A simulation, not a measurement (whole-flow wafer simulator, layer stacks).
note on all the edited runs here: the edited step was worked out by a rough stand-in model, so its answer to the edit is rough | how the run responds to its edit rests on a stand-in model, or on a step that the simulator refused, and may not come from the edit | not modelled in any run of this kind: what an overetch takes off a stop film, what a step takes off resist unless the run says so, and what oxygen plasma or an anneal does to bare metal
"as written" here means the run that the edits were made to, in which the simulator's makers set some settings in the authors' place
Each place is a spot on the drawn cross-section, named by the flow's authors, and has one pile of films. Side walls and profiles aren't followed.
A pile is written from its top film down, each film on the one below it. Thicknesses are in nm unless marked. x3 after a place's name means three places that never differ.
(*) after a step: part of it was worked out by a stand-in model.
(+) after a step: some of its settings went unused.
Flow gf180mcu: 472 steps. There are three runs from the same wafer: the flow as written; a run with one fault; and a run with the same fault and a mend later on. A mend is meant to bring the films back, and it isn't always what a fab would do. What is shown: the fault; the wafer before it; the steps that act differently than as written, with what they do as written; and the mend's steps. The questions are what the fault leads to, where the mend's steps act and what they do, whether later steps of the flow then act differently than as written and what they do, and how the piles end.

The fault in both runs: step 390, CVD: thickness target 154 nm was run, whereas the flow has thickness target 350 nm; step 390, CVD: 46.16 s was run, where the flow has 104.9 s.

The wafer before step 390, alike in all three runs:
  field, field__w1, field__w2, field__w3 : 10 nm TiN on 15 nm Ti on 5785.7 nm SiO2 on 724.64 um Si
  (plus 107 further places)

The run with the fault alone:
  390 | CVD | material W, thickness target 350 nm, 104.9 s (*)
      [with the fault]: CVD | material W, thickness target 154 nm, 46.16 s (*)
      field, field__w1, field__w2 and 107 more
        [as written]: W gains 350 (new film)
        [with the fault]: W gains 155.7 (new film)
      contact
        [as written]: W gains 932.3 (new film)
        [with the fault]: W gains 738 (new film)
  Steps later in the flow that act otherwise than as written:
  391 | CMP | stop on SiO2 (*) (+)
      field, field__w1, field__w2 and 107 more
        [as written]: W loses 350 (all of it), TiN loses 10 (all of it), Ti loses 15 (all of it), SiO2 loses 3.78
        [with the fault]: W loses 155.7 (all of it), TiN loses 10 (all of it), Ti loses 15 (all of it), SiO2 loses 1.82
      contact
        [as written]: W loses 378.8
        [with the fault]: W loses 182.5
  When the end is reached, the piles differ only a little from the flow's at the places that both follow, at most by 2% or 0.5 nm, whichever is larger.

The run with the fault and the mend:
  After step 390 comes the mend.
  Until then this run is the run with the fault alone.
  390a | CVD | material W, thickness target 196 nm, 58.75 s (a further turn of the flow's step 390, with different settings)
      field, field__w1, field__w2 and 108 more
        W gains 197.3
  Every later step of the flow that is run acts as written, at every place that is followed, to within 2% or 0.5 nm, whichever is larger.
  When the end is reached, the piles differ only a little from the flow's at the places that both follow, at most by 2% or 0.5 nm, whichever is larger.
